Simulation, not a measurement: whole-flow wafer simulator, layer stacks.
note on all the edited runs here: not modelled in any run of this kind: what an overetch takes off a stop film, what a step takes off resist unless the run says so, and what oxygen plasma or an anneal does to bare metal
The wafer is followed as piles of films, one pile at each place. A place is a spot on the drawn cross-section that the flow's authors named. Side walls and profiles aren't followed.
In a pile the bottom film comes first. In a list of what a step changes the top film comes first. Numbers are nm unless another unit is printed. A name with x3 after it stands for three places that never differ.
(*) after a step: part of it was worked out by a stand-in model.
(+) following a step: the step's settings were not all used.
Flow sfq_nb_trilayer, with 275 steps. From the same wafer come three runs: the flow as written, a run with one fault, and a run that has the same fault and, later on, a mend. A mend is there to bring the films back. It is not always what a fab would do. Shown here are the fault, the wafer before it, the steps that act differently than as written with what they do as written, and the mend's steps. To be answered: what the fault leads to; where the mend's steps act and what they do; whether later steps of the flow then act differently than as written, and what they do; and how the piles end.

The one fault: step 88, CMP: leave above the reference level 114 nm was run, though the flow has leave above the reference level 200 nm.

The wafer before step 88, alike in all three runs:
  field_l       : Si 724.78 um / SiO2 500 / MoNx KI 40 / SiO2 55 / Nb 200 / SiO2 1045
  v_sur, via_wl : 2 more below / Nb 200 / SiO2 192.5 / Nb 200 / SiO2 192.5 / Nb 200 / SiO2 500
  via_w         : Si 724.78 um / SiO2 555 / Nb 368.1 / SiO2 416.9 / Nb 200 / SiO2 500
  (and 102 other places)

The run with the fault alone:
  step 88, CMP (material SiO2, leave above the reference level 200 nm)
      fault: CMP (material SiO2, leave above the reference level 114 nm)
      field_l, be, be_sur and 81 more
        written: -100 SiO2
        fault: -186 SiO2
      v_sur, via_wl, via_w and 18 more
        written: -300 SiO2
        fault: -386 SiO2
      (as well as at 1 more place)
  Steps later in the flow that act otherwise than as written (not shown: 3 more steps that differ only slightly, by at most 2% or 0.5 nm, whichever is larger):
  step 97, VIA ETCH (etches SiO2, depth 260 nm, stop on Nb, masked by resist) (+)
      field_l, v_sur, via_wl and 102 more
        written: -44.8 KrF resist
        fault: -29.4 KrF resist
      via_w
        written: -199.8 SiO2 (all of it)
        fault: -113.8 SiO2 (all of it)
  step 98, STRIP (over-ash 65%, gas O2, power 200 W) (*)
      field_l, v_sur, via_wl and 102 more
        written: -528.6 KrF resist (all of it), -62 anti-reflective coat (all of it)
        fault: -544 KrF resist (all of it), -62 anti-reflective coat (all of it)
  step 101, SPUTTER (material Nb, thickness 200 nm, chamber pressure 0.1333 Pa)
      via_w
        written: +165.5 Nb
        fault: +184.6 Nb
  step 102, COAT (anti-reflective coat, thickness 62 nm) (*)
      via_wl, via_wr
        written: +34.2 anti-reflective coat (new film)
        fault: +38.4 anti-reflective coat (new film)
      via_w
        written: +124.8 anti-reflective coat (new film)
        fault: +105 anti-reflective coat (new film)
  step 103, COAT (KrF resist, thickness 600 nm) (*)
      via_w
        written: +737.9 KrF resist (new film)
        fault: +666.9 KrF resist (new film)
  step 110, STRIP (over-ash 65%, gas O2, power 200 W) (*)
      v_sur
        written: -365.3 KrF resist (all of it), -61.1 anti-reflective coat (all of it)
        fault: -373.5 KrF resist (all of it), -60.4 anti-reflective coat (all of it)
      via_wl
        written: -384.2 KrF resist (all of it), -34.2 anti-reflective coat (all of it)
        fault: -391 KrF resist (all of it), -38.4 anti-reflective coat (all of it)
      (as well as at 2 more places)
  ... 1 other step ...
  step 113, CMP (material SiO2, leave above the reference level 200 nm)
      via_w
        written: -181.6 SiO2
        fault: -171.7 SiO2
  The piles end different from the flow's at field_l, v_sur, via_wl and 103 more by more than 2% or 0.5 nm, whichever is larger.
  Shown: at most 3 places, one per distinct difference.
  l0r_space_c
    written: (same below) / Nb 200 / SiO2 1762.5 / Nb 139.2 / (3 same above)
    fault: (same below) / Nb 200 / SiO2 1676.5 / Nb 139.2 / (3 same above)
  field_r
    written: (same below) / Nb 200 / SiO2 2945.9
    fault: (same below) / Nb 200 / SiO2 2859.9
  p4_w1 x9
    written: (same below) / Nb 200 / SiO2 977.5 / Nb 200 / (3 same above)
    fault: (same below) / Nb 200 / SiO2 891.5 / Nb 200 / (3 same above)

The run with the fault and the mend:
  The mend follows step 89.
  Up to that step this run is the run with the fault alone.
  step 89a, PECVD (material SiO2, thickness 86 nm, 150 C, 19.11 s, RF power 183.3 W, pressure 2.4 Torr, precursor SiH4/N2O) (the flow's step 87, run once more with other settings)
      field_l, v_sur, via_wl and 103 more
        +86 SiO2
  Every later step of the flow that is run acts as written at every place that is followed.
  The piles end the same as the flow's at every place that both follow.
